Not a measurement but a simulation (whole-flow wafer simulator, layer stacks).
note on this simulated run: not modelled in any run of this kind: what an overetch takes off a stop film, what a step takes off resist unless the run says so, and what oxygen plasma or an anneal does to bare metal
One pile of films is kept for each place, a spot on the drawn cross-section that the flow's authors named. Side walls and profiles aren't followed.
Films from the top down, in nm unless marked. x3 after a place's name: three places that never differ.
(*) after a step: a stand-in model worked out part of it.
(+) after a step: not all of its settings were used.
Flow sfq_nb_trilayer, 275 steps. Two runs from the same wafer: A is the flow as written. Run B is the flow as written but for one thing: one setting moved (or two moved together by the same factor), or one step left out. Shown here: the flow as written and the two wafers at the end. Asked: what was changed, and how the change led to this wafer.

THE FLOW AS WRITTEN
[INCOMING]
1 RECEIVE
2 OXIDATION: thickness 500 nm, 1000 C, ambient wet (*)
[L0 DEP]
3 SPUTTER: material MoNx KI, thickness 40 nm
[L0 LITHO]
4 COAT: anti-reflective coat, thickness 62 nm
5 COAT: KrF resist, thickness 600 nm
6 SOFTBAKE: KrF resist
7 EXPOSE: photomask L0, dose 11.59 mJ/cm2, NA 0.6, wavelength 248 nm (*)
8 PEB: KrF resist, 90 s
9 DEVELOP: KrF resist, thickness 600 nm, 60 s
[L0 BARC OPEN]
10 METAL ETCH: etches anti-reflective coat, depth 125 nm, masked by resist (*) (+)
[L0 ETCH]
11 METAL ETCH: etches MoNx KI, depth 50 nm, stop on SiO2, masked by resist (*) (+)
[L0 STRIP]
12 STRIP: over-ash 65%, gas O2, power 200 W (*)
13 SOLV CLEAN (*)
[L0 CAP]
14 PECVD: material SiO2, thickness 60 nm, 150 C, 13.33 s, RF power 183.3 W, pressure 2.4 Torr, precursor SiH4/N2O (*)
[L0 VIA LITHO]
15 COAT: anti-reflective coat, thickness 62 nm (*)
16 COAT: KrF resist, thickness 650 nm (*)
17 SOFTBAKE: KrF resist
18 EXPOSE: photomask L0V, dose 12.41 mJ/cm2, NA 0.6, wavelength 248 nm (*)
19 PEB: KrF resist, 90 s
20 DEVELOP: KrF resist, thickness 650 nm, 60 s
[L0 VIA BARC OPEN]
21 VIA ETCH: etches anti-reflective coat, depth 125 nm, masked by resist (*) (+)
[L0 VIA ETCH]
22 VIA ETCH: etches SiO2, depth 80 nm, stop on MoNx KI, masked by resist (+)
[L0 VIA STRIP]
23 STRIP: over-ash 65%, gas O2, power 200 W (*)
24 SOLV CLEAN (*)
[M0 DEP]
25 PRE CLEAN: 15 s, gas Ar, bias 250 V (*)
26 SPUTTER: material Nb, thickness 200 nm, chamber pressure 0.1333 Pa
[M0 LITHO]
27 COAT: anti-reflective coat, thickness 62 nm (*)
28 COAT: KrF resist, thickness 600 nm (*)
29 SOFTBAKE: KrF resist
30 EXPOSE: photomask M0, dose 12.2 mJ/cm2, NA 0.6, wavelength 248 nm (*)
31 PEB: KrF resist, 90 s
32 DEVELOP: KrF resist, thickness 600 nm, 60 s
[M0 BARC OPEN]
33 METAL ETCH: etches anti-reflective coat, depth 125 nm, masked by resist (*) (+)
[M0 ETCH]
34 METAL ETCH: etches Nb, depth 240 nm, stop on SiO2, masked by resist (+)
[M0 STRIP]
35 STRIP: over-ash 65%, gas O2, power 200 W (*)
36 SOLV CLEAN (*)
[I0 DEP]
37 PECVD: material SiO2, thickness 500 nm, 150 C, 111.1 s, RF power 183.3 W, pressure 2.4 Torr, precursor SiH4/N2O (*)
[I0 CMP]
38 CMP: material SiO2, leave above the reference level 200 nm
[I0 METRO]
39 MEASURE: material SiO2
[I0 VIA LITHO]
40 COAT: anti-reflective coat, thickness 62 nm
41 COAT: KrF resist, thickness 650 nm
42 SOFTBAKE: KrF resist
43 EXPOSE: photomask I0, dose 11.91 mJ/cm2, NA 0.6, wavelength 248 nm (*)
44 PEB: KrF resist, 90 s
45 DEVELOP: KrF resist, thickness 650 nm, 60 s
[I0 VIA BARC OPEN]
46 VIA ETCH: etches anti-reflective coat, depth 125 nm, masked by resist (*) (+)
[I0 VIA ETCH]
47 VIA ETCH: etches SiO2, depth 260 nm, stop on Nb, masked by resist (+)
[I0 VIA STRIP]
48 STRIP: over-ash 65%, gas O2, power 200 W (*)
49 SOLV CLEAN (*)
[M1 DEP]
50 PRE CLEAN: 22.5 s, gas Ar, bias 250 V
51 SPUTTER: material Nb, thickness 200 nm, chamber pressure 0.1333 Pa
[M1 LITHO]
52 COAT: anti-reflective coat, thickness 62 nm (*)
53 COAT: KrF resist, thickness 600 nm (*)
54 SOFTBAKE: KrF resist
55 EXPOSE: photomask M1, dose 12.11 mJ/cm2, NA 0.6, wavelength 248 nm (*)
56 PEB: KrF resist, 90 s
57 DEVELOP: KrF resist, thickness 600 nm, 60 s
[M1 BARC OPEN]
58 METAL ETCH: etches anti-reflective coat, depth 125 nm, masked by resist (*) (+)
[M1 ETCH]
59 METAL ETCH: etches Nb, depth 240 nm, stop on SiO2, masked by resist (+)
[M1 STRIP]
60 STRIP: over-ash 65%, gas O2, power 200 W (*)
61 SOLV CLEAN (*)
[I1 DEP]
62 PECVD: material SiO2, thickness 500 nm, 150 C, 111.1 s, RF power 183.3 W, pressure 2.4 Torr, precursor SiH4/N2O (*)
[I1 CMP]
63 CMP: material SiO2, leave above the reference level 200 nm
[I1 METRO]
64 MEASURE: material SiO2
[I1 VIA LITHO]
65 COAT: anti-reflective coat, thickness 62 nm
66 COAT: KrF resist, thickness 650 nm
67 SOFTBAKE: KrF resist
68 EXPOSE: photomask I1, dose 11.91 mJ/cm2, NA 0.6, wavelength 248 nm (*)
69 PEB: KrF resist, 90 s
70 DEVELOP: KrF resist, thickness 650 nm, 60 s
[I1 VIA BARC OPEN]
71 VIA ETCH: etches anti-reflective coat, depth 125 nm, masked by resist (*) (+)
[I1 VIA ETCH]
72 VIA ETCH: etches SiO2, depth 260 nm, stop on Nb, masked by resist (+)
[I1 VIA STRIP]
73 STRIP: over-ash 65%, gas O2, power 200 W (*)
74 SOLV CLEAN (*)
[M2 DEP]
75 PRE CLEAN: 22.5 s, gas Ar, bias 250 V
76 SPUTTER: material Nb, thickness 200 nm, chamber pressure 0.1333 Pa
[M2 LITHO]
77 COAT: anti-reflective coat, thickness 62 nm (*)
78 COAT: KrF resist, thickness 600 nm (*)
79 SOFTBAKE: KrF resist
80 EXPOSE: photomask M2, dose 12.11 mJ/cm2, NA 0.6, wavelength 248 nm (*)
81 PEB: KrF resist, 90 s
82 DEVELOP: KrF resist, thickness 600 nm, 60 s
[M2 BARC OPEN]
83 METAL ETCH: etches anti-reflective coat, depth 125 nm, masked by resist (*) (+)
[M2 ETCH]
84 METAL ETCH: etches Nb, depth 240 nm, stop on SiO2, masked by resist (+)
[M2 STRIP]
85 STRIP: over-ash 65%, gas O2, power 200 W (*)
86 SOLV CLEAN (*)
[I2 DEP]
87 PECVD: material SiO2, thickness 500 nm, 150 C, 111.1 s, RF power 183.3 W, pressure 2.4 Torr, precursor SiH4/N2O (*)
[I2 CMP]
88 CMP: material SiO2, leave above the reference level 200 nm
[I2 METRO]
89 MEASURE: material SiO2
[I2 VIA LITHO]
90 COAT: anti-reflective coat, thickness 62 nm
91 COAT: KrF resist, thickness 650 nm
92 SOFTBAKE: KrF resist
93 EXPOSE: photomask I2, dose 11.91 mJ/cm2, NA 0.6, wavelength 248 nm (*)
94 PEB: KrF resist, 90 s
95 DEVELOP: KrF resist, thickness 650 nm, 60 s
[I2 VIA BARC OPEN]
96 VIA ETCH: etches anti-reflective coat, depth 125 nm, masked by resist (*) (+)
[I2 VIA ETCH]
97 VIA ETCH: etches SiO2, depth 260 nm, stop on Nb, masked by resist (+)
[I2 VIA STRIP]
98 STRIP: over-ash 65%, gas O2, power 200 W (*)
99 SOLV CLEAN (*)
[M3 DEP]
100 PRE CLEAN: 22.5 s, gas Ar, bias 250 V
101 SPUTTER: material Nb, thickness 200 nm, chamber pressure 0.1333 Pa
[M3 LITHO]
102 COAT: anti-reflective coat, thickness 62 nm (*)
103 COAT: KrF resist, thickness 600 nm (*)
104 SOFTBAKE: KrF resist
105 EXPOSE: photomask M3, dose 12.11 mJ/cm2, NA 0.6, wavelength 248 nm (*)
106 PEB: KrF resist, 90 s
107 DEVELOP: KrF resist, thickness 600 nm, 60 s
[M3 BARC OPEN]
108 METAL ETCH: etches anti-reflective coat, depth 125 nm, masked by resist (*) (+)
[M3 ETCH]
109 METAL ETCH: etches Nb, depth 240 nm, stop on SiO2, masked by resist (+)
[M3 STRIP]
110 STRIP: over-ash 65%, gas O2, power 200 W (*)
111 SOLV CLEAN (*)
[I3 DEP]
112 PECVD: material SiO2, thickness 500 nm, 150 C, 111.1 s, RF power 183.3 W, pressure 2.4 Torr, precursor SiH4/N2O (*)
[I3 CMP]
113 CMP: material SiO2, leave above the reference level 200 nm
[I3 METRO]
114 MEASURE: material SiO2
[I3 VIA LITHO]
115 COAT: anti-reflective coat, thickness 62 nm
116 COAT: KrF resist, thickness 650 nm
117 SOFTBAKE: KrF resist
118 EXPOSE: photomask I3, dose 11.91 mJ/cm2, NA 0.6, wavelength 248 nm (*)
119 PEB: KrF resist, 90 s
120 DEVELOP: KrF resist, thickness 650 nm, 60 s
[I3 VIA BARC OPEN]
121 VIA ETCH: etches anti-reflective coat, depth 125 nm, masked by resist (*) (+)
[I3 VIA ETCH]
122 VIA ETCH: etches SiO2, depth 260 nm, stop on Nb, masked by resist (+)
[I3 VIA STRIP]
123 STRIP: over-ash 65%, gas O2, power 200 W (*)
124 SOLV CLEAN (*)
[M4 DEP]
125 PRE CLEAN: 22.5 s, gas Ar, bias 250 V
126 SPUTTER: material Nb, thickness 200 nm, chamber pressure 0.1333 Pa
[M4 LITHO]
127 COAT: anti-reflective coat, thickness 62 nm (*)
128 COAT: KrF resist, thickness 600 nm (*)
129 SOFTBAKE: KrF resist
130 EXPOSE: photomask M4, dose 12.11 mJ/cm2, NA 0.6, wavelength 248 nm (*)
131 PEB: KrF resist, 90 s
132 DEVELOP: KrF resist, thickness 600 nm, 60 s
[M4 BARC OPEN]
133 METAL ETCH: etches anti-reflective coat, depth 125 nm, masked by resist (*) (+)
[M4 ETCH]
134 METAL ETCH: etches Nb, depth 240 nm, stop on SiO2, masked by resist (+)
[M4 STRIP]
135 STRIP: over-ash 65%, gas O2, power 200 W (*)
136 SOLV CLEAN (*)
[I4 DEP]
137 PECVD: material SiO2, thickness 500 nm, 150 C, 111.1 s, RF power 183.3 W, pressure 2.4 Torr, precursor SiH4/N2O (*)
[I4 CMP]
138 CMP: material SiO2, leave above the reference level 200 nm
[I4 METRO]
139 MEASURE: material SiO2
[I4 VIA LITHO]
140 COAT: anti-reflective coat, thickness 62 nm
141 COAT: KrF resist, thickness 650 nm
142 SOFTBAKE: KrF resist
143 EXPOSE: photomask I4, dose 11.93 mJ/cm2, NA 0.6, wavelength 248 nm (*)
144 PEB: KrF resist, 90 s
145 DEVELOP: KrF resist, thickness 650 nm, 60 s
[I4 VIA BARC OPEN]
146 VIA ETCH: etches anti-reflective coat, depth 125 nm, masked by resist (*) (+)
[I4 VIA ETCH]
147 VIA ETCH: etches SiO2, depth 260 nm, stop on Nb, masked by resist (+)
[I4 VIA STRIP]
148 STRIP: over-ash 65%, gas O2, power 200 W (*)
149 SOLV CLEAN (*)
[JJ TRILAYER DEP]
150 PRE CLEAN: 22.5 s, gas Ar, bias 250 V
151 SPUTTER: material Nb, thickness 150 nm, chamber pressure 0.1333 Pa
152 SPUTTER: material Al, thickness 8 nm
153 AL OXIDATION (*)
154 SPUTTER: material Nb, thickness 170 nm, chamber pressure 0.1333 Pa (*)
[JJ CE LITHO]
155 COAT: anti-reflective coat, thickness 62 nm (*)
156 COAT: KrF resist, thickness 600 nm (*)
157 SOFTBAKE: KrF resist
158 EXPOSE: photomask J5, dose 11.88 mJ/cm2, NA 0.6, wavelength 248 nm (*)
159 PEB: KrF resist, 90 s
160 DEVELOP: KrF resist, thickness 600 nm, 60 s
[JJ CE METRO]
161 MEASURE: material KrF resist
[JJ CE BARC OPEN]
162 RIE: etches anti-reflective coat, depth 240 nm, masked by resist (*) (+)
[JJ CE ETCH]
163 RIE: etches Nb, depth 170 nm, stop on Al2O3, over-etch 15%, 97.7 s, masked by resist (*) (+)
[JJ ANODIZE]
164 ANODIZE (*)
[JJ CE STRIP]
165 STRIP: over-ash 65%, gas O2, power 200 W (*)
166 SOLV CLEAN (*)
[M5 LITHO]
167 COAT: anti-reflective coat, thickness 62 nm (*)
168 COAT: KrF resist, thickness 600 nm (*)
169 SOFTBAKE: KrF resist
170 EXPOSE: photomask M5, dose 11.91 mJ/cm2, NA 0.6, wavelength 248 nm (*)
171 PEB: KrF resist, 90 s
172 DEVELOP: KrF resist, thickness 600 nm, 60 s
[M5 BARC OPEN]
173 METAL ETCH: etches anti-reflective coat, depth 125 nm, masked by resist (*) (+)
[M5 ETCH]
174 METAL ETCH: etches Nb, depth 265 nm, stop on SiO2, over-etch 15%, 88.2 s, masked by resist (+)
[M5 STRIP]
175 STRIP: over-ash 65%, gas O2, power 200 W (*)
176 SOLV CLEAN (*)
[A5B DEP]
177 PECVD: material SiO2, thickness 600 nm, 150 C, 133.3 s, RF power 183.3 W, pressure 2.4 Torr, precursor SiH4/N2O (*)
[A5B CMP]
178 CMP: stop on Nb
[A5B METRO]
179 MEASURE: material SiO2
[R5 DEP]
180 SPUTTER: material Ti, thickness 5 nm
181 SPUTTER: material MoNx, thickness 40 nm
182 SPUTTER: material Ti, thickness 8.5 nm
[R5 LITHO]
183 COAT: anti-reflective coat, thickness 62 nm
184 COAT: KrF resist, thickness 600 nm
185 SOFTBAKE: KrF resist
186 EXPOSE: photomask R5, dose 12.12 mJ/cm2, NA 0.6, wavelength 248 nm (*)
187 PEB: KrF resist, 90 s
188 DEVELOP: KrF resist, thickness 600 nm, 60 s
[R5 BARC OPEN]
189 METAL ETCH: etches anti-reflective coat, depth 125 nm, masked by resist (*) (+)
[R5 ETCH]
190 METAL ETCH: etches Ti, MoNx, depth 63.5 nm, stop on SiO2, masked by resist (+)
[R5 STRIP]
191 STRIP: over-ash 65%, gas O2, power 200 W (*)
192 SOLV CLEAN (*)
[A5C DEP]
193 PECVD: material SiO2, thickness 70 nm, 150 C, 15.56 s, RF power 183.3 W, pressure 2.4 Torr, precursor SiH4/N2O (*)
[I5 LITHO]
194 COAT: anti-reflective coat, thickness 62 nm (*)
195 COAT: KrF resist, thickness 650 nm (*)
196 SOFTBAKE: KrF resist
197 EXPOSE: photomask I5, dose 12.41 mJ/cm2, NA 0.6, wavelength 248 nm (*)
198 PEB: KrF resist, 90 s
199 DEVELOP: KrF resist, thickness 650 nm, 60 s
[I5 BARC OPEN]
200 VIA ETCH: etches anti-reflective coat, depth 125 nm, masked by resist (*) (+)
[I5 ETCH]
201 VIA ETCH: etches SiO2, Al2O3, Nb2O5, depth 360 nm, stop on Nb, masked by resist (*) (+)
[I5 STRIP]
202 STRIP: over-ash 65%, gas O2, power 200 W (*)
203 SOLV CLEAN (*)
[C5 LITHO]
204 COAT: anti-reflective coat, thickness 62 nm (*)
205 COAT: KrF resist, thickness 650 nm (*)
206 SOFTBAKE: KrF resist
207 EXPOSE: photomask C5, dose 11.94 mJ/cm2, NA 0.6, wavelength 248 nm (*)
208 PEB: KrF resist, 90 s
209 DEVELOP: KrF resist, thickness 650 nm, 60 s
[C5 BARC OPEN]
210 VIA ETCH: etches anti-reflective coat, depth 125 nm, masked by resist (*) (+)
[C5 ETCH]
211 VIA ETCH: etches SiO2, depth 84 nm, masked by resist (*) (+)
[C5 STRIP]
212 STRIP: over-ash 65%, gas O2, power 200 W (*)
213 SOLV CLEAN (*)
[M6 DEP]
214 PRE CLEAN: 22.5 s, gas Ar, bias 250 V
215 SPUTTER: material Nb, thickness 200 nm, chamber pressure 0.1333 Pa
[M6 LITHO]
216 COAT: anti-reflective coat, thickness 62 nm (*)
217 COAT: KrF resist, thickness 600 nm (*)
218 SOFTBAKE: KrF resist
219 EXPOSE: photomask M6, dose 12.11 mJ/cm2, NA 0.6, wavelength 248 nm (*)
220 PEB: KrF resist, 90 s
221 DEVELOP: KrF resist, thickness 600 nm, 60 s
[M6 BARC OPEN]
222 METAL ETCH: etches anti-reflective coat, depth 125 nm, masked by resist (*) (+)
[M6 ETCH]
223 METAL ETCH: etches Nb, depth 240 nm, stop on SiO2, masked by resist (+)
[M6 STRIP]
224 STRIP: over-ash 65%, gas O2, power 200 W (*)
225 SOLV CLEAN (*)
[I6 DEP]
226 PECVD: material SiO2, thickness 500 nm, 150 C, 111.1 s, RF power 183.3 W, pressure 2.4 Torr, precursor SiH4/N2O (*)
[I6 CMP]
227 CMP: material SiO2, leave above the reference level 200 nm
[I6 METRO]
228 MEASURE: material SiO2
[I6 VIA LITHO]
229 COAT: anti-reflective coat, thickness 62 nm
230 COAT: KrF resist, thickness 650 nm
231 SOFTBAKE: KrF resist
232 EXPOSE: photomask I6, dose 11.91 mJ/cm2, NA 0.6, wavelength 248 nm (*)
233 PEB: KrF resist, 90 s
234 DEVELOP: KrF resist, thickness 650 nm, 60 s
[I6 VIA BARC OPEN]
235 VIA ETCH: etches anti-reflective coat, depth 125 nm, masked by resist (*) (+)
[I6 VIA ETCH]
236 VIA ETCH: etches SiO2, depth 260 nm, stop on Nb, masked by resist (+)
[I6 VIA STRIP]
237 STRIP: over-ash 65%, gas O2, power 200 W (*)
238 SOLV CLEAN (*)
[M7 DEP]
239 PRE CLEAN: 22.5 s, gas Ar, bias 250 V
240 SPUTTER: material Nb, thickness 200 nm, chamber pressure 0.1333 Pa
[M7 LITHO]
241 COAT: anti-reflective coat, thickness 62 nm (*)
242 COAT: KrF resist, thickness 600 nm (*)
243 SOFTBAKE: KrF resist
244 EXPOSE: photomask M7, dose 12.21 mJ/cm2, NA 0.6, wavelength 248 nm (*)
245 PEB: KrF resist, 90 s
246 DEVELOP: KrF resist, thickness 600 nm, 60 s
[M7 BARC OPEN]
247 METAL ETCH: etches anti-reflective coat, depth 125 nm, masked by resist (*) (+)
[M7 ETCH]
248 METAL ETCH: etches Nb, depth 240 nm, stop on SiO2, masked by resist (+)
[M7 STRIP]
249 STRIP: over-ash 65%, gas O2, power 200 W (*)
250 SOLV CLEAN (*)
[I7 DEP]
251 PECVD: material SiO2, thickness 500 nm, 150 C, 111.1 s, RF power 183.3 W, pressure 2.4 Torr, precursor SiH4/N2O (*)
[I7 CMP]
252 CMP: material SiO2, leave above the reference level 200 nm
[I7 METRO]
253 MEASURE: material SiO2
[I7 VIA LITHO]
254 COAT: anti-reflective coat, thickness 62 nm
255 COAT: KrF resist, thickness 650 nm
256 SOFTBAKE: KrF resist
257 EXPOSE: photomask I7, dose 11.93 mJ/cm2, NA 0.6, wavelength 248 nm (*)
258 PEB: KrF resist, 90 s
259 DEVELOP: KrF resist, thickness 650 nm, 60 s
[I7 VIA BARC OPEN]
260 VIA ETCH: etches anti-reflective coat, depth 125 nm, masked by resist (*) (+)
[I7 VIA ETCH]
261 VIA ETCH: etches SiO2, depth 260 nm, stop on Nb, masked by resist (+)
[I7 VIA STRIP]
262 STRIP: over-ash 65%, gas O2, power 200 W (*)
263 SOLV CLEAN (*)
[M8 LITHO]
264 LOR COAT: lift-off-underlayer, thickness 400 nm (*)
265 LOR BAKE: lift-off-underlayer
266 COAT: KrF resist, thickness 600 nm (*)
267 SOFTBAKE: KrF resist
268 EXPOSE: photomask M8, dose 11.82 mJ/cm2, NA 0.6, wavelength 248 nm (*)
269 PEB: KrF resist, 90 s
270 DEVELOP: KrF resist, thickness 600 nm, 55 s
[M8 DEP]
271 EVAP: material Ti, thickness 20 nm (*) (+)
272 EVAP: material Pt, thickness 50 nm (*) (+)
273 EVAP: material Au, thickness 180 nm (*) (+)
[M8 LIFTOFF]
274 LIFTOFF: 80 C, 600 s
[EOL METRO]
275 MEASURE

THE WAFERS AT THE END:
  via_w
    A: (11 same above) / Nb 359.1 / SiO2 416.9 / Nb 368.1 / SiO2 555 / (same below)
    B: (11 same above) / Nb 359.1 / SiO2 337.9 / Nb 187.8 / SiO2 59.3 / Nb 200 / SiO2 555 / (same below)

The cause: step 47, VIA ETCH: depth 133 nm was run, where the flow has depth 260 nm.

How the change led to this, step by step:
  47 VIA ETCH: etches SiO2, depth 260 nm, stop on Nb, masked by resist (+)
      via_w: A SiO2 -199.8 (all of it) | B SiO2 -133
      field_l, v_sur, via_wl and 102 more: A KrF resist -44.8 | B KrF resist -22.9
  48 STRIP: over-ash 65%, gas O2, power 200 W (*)
      field_l, v_sur, via_wl and 102 more: A KrF resist -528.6 (all of it), anti-reflective coat -62 (all of it) | B KrF resist -550.5 (all of it), anti-reflective coat -62 (all of it)
  50 PRE CLEAN: 22.5 s, gas Ar, bias 250 V
      via_w: A Nb -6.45 | B SiO2 -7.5
  51 SPUTTER: material Nb, thickness 200 nm, chamber pressure 0.1333 Pa
      via_w: A Nb +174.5 | B Nb +187.8 (new film)
  52 COAT: anti-reflective coat, thickness 62 nm (*)
      via_wl: A anti-reflective coat +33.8 (new film) | B anti-reflective coat +36.6 (new film)
      via_w: A anti-reflective coat +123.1 (new film) | B anti-reflective coat +108.3 (new film)
      (and at 1 more place)
  53 COAT: KrF resist, thickness 600 nm (*)
      via_w: A KrF resist +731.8 (new film) | B KrF resist +678.2 (new film)
  60 STRIP: over-ash 65%, gas O2, power 200 W (*)
      via_wl: A KrF resist -385.5 (all of it), anti-reflective coat -33.8 (all of it) | B KrF resist -390.9 (all of it), anti-reflective coat -36.6 (all of it)
      via_w: A KrF resist -513.8 (all of it), anti-reflective coat -123.1 (all of it) | B KrF resist -460.3 (all of it), anti-reflective coat -108.3 (all of it)
      (and at 1 more place)
  62 PECVD: material SiO2, thickness 500 nm, 150 C, 111.1 s, RF power 183.3 W, pressure 2.4 Torr, precursor SiH4/N2O (*)
      via_w: A SiO2 +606 (new film) | B SiO2 +502.5 (new film)
  63 CMP: material SiO2, leave above the reference level 200 nm
      via_w: A SiO2 -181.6 | B SiO2 -157.1
Counting metal films that touch as one body, via_w has 6 bodies (between them, from the top down: SiO2 192.5; SiO2 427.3 / Al2O3 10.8 / Nb2O5 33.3; SiO2 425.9; SiO2 337.9; SiO2 59.3); the flow as written gives 5 bodies (between them, from the top down: SiO2 192.5; SiO2 427.3 / Al2O3 10.8 / Nb2O5 33.3; SiO2 425.9; SiO2 416.9).
